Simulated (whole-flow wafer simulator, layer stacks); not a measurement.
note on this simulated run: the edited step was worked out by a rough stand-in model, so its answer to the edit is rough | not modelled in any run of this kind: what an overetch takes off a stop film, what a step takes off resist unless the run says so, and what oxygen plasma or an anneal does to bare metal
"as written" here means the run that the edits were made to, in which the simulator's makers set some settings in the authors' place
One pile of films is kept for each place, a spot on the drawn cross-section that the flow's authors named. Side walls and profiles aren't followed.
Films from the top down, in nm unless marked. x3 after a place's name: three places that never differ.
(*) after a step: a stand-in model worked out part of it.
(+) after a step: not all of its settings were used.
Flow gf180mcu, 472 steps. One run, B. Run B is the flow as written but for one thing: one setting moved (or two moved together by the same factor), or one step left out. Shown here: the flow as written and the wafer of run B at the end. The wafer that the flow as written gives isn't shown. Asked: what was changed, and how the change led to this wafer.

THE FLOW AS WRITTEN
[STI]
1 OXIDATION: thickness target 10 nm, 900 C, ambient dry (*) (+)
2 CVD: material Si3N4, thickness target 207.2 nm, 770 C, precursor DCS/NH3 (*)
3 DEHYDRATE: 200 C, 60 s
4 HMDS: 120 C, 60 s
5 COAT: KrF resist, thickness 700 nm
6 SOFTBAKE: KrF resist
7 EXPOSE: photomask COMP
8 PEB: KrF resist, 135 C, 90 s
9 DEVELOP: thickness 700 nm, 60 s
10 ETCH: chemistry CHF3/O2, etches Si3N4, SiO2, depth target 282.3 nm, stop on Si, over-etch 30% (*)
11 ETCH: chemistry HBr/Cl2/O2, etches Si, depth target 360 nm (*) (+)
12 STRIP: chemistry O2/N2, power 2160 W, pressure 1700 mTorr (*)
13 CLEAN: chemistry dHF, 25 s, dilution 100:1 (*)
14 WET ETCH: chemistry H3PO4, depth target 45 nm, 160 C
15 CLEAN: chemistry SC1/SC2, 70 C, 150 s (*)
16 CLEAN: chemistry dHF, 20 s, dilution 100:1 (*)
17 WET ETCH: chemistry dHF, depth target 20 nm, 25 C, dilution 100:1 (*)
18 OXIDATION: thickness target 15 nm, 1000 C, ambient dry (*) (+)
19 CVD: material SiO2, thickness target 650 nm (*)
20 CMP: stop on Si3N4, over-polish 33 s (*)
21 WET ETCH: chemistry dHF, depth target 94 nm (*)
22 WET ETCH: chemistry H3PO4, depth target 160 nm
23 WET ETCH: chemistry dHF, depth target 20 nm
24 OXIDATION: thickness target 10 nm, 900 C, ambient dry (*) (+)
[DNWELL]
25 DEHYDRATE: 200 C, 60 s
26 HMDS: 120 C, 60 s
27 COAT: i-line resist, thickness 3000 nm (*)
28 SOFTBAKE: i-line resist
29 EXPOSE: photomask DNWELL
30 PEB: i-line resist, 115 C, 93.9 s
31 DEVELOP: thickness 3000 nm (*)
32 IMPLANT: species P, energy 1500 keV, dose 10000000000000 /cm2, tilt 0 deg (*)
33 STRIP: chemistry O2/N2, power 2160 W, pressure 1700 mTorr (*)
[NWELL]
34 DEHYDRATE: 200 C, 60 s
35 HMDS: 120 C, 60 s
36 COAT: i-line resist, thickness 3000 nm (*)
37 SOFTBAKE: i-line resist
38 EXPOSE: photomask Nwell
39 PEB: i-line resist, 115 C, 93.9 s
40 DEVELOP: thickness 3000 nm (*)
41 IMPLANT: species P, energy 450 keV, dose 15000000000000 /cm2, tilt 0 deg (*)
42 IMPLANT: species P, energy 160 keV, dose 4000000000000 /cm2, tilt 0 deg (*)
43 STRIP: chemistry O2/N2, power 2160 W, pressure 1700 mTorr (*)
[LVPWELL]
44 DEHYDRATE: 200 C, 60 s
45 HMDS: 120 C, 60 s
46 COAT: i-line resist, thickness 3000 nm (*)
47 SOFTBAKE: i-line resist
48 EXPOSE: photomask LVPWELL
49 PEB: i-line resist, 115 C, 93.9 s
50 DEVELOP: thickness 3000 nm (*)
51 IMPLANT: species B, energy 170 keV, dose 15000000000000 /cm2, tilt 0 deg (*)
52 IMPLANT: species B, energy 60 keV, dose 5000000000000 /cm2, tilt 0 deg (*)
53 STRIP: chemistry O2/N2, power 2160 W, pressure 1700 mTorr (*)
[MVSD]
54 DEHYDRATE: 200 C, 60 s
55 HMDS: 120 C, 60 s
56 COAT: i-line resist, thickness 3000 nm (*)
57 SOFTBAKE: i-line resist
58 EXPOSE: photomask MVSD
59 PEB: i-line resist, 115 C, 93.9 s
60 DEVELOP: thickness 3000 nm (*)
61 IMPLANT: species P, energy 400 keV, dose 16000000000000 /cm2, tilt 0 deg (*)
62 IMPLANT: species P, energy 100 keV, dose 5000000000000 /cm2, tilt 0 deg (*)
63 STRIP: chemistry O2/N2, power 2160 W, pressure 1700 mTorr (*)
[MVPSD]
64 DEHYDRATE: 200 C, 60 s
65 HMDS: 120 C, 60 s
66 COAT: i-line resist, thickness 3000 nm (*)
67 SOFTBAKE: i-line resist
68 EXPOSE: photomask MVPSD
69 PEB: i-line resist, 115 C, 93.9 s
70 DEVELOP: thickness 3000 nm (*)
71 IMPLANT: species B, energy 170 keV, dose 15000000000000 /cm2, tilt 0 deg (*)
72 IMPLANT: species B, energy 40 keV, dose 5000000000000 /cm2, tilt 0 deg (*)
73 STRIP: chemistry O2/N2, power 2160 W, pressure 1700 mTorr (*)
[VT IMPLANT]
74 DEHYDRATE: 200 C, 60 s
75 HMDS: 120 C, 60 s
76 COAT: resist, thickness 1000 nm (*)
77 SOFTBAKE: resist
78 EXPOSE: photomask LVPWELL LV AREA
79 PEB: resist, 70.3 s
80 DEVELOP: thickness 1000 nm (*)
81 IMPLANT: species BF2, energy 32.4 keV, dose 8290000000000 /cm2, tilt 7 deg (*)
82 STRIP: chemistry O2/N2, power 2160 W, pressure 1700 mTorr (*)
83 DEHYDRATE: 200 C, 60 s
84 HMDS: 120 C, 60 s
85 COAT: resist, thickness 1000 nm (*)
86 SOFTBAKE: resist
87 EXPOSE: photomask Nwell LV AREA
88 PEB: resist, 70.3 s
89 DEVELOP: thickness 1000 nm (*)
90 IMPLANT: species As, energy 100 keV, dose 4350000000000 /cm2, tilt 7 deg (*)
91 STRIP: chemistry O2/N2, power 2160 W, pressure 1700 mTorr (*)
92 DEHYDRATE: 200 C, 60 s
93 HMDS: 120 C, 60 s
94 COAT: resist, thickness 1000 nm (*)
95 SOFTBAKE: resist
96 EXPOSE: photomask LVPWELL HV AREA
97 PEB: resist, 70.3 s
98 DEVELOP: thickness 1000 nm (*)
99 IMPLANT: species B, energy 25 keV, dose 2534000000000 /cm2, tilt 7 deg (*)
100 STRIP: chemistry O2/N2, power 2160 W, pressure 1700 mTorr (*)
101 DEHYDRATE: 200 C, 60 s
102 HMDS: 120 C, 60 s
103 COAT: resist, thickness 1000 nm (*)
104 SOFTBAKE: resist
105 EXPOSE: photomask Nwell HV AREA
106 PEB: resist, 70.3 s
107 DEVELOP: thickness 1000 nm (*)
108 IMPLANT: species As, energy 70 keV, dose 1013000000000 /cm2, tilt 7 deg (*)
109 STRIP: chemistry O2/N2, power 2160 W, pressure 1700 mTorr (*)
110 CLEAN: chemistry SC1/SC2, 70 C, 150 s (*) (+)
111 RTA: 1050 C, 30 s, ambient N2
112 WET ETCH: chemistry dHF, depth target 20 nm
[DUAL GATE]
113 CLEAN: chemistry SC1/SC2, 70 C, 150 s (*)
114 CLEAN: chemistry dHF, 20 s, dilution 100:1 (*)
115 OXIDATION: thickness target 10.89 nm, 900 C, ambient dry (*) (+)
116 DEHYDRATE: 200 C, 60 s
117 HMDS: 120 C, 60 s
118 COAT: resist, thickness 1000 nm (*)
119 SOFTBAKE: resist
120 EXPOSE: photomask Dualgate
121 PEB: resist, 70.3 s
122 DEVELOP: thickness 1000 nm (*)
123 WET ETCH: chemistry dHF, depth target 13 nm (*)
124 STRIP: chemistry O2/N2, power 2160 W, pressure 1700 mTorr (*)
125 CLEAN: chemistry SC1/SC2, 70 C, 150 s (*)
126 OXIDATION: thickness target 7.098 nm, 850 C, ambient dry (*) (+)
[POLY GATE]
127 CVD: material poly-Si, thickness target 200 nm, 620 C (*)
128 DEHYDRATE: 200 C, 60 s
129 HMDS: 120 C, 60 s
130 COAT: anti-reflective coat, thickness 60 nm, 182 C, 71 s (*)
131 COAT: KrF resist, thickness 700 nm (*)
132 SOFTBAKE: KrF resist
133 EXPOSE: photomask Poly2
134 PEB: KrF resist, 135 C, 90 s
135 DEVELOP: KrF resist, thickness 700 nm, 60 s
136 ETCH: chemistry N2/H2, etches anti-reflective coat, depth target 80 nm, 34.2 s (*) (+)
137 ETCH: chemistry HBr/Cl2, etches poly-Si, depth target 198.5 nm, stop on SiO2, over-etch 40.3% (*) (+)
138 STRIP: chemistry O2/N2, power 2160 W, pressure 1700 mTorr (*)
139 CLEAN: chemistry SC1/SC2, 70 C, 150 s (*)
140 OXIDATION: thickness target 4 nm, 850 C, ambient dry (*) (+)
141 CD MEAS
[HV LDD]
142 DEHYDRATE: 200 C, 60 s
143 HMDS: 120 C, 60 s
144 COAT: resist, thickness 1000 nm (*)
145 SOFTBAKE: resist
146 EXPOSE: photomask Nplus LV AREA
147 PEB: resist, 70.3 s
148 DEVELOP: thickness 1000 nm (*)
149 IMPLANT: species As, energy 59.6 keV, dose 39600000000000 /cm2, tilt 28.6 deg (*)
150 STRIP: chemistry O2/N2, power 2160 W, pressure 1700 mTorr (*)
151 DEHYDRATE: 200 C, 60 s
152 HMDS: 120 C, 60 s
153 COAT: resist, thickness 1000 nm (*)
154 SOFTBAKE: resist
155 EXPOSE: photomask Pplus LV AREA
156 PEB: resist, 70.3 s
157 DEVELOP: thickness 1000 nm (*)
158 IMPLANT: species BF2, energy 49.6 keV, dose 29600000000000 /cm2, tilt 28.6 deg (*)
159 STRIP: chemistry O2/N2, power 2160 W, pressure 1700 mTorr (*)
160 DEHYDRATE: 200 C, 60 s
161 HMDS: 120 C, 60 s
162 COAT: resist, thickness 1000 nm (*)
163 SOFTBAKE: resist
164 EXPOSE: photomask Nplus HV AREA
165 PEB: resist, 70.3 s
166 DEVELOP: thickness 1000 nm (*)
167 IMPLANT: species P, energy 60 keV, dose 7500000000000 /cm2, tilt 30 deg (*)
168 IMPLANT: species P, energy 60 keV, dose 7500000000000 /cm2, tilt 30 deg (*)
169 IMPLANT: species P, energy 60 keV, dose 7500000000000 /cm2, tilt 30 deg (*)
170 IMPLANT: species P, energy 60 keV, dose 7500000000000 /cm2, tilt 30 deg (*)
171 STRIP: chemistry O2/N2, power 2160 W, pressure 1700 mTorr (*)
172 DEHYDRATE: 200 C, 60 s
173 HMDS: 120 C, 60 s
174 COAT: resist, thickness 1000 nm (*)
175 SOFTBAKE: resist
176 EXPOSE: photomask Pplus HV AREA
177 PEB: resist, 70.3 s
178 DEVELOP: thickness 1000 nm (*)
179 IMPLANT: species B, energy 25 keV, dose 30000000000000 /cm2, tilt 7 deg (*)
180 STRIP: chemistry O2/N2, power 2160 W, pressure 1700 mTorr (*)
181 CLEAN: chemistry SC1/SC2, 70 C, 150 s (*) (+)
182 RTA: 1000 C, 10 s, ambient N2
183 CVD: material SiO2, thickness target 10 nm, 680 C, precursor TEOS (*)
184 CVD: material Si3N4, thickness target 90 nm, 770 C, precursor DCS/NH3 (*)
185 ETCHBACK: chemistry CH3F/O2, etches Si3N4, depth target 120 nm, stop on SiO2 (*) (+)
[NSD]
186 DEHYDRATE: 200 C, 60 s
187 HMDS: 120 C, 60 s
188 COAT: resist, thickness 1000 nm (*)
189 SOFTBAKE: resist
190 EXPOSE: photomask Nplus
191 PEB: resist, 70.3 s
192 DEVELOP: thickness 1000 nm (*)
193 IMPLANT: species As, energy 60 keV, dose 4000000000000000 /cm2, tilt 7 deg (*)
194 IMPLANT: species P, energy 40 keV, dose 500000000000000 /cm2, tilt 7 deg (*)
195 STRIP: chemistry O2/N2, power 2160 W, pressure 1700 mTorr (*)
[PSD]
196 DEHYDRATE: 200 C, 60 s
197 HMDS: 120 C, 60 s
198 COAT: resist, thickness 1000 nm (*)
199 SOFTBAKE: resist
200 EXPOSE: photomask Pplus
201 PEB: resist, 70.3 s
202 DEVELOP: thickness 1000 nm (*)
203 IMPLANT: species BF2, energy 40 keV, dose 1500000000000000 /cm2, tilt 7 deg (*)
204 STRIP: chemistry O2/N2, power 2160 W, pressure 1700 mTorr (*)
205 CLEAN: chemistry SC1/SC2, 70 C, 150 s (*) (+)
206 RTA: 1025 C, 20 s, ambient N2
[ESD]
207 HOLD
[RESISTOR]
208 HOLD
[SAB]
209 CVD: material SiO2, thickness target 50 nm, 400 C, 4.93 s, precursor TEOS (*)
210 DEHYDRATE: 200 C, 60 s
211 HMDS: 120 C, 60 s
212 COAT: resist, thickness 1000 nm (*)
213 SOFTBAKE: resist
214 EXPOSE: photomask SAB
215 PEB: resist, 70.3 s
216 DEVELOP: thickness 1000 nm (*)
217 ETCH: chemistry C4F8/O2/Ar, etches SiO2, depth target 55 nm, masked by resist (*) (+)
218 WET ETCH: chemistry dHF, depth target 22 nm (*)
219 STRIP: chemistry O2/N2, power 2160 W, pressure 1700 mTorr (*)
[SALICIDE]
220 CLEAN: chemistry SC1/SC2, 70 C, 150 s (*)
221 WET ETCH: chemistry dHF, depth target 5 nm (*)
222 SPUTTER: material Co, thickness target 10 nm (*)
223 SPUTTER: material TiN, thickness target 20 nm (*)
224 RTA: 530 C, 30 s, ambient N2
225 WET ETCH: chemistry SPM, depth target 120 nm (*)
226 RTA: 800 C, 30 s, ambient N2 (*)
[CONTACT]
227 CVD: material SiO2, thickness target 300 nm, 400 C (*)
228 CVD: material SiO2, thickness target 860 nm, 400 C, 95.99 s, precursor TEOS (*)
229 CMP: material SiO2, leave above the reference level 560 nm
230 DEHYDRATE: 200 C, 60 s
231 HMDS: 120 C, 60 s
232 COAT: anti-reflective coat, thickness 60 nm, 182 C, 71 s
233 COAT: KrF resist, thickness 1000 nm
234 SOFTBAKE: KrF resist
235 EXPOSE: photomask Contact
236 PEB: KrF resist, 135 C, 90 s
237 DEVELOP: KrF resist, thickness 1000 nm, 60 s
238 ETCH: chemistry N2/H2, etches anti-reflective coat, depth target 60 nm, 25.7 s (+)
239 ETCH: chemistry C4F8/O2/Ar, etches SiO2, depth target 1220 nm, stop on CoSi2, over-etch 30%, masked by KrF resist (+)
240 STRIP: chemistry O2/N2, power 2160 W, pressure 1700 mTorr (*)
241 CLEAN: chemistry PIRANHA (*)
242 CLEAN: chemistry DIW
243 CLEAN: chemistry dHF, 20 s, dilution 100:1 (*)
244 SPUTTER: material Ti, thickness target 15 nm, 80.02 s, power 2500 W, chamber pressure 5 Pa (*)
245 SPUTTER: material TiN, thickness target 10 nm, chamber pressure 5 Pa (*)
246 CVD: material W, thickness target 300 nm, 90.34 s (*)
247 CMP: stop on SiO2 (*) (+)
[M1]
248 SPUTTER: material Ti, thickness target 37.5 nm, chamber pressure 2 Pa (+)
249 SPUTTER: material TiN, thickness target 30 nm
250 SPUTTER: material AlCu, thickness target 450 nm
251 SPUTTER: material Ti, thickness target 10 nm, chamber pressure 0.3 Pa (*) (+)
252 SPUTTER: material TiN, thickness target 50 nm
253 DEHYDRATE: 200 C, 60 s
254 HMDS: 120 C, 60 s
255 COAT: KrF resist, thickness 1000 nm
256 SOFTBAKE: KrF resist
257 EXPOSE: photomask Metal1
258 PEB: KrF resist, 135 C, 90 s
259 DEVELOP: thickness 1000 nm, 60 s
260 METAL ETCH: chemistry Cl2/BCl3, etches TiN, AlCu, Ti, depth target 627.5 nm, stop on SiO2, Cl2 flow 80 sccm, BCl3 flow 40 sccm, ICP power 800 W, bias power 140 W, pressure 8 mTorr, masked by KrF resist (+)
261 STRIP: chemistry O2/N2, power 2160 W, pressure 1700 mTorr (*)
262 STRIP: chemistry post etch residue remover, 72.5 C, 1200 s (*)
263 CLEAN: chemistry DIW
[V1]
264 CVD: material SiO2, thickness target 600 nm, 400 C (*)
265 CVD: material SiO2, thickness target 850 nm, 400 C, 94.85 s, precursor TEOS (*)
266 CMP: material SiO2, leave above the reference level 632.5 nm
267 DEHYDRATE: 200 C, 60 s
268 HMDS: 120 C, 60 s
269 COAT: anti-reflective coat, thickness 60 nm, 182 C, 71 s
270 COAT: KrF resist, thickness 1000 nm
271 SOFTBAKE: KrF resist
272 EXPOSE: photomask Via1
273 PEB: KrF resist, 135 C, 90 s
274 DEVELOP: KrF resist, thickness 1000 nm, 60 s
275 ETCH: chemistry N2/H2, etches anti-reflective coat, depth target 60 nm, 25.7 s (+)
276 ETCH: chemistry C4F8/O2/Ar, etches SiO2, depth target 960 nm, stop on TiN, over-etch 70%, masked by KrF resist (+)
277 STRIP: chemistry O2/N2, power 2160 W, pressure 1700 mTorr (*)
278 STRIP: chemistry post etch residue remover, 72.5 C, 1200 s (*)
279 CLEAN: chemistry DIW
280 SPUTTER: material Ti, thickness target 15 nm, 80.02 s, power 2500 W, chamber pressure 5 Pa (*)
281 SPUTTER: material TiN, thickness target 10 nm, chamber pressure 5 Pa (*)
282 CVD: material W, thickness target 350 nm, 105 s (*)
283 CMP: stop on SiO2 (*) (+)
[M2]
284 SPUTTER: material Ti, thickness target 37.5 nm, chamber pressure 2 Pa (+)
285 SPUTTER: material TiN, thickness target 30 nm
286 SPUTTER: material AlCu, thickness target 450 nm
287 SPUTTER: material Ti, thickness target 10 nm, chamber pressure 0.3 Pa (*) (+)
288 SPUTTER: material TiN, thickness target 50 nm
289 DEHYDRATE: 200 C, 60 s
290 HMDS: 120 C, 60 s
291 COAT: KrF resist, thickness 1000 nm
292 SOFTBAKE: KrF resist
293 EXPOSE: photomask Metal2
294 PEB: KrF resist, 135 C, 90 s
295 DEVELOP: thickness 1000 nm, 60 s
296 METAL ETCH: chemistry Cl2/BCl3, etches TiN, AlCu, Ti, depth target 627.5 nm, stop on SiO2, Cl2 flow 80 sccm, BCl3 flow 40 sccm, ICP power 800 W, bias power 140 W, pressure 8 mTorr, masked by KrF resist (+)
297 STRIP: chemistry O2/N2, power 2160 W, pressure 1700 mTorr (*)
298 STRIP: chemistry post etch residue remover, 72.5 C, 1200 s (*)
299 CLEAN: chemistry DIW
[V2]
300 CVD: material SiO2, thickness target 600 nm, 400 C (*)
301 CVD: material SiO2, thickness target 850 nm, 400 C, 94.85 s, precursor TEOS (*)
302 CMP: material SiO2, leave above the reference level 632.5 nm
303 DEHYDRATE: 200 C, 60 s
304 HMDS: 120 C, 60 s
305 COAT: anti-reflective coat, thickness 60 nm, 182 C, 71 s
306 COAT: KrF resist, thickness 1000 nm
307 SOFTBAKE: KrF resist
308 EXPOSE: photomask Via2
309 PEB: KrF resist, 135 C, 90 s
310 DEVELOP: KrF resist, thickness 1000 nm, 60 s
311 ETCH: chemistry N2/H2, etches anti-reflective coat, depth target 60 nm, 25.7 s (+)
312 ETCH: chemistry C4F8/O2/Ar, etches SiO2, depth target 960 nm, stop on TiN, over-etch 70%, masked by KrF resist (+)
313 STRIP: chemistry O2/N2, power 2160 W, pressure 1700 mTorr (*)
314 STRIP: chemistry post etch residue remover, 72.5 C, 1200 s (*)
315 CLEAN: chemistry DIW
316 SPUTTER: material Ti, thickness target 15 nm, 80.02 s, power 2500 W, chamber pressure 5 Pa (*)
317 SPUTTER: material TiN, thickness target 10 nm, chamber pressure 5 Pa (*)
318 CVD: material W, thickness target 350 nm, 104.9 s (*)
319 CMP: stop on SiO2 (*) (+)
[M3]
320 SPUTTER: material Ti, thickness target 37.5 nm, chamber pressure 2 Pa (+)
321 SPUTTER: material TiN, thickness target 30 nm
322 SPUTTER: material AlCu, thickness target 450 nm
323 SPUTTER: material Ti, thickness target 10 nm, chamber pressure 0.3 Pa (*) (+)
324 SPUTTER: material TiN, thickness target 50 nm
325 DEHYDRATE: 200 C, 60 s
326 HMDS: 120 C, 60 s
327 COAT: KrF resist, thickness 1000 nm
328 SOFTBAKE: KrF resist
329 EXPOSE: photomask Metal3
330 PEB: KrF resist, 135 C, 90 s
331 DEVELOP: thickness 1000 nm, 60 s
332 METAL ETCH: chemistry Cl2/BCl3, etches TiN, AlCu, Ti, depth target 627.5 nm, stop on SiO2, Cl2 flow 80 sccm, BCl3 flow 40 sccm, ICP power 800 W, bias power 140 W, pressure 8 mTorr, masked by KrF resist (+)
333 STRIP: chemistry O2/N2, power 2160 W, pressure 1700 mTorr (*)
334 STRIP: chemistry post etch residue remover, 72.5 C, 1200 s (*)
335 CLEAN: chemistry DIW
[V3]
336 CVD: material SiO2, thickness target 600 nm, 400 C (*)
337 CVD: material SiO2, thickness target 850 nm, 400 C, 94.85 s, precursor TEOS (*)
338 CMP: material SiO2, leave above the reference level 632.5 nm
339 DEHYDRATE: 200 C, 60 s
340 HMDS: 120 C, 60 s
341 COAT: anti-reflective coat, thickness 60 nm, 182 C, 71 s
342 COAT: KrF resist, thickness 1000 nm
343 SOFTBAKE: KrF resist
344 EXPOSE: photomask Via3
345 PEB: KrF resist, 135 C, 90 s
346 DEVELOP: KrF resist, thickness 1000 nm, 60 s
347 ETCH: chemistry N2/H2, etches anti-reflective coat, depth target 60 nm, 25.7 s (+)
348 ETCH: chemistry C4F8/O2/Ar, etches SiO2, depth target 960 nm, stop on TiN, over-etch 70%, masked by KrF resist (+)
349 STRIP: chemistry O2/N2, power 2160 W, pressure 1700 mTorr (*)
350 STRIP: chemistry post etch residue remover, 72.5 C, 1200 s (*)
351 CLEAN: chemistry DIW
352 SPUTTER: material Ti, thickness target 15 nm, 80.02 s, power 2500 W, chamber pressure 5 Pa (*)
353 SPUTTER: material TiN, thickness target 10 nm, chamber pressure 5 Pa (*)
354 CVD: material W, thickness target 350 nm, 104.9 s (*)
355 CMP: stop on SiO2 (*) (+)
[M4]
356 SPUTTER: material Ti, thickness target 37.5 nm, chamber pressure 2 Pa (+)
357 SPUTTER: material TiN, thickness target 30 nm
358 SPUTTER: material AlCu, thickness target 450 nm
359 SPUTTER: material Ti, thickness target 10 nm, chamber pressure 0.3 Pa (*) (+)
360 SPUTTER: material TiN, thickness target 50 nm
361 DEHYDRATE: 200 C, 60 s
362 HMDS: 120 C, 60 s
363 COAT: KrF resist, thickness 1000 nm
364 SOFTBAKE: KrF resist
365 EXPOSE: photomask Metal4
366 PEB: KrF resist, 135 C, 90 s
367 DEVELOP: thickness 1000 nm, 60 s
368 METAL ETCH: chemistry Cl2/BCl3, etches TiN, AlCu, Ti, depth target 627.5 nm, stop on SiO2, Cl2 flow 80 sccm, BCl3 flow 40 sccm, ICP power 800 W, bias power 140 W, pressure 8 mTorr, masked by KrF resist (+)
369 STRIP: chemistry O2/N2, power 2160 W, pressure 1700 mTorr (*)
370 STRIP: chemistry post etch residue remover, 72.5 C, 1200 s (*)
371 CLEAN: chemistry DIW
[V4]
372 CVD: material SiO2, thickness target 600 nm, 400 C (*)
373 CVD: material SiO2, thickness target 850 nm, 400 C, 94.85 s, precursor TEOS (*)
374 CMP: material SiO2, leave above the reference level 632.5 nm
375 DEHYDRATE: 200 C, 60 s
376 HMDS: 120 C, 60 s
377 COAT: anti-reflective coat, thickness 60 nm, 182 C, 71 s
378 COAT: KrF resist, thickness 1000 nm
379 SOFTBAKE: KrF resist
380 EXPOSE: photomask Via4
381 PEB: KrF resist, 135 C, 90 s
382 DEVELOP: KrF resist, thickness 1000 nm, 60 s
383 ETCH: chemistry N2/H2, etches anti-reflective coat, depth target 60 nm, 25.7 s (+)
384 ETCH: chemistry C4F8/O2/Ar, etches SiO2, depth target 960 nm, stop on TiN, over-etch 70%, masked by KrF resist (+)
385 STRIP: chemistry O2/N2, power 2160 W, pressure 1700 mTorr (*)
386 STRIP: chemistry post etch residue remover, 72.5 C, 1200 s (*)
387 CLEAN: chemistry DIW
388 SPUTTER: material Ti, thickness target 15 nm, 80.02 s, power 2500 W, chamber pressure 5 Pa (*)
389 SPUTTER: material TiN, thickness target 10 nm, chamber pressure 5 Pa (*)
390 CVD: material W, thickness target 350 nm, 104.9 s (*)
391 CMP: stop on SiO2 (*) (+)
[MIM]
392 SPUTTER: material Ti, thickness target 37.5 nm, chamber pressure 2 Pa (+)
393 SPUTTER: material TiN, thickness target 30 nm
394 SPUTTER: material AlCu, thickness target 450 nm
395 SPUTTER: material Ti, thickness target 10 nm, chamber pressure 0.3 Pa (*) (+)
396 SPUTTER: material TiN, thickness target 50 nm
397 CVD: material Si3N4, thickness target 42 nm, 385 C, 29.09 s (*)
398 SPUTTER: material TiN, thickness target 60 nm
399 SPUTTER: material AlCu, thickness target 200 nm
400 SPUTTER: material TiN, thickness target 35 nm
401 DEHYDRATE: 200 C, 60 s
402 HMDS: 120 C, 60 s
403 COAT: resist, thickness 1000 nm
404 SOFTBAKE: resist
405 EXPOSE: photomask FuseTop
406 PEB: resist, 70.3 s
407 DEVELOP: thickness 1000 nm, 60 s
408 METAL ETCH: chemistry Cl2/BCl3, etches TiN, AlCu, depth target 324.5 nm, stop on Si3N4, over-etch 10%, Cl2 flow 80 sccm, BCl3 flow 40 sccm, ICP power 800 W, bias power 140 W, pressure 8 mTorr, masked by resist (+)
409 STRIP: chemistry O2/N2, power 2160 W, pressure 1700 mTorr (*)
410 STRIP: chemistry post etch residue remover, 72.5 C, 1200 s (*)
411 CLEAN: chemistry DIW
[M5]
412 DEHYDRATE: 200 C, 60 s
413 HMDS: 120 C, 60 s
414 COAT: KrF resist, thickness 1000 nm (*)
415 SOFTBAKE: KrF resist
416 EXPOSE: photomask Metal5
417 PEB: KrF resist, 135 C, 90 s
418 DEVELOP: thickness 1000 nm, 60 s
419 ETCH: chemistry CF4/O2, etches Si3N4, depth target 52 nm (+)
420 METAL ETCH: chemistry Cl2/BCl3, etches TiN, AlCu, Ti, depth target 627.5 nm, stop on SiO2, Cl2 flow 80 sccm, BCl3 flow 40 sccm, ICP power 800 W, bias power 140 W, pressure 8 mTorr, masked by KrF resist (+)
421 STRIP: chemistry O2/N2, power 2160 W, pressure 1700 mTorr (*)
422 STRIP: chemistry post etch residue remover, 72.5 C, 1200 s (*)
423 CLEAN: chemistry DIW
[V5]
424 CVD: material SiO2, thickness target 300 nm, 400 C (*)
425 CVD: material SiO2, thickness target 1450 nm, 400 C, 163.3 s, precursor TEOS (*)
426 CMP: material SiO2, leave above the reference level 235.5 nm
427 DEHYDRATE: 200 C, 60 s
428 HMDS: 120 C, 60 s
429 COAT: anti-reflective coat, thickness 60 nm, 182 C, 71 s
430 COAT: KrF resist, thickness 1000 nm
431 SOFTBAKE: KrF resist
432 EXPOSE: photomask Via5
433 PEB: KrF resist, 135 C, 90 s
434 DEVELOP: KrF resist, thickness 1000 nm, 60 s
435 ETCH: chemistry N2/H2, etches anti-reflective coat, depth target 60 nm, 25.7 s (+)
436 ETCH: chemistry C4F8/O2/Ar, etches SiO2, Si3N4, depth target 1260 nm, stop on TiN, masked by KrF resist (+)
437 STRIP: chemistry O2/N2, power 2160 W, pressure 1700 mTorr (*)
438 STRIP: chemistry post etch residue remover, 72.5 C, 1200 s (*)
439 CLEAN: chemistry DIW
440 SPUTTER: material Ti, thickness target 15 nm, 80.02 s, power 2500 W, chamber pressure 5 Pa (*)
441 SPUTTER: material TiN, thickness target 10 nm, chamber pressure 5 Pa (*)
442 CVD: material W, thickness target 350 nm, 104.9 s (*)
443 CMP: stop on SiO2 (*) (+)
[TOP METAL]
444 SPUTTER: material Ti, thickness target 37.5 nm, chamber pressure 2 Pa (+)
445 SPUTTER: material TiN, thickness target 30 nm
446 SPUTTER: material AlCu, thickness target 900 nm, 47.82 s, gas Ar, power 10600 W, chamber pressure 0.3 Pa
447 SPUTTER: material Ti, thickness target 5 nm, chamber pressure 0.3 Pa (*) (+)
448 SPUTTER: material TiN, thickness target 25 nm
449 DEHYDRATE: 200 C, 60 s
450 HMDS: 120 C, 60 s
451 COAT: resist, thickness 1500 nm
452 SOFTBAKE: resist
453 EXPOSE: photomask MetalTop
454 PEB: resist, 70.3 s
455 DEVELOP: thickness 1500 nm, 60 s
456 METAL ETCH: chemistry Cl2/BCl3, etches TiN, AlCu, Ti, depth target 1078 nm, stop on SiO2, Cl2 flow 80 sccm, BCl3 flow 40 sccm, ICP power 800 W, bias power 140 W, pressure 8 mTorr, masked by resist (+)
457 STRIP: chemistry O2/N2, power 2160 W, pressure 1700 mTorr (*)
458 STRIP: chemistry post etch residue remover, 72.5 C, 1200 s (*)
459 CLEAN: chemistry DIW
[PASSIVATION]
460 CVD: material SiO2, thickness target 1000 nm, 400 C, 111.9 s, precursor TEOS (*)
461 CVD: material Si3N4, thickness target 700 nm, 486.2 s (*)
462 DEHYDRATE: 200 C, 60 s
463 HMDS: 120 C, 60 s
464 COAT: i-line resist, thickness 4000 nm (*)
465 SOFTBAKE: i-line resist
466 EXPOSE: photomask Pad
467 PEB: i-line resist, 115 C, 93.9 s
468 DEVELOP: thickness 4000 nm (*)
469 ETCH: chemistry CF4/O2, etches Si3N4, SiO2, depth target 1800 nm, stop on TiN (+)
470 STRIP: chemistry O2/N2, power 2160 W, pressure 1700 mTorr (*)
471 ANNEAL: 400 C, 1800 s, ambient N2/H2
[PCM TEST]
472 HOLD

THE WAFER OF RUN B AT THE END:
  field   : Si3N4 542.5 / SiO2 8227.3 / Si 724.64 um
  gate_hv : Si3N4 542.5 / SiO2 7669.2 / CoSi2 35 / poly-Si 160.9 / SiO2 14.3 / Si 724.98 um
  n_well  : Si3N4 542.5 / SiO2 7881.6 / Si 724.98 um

The cause: step 461, CVD: thickness target 542 nm was run, where the flow has thickness target 700 nm; step 461, CVD: 376.8 s was run, where the flow has 486.2 s.

How the change led to this, step by step:
  461 CVD: material Si3N4, thickness target 700 nm, 486.2 s (*)
      field, field__w1, field__w2 and 109 more: Si3N4 +542.5 (new film) (as written it would be: Si3N4 +700 (new film))
  465 SOFTBAKE: i-line resist
      ld_acc_p, ld_fp_p: i-line resist +33 (as written it would be: i-line resist +33.8)
      field__w5: i-line resist +34.8 (as written it would be: i-line resist +35.6)
      (and at 27 more places)
  469 ETCH: chemistry CF4/O2, etches Si3N4, SiO2, depth target 1800 nm, stop on TiN (+)
      pad: Si3N4 -542.5 (all of it), SiO2 -1000 (all of it) (as written it would be: Si3N4 -700 (all of it), SiO2 -1000 (all of it))
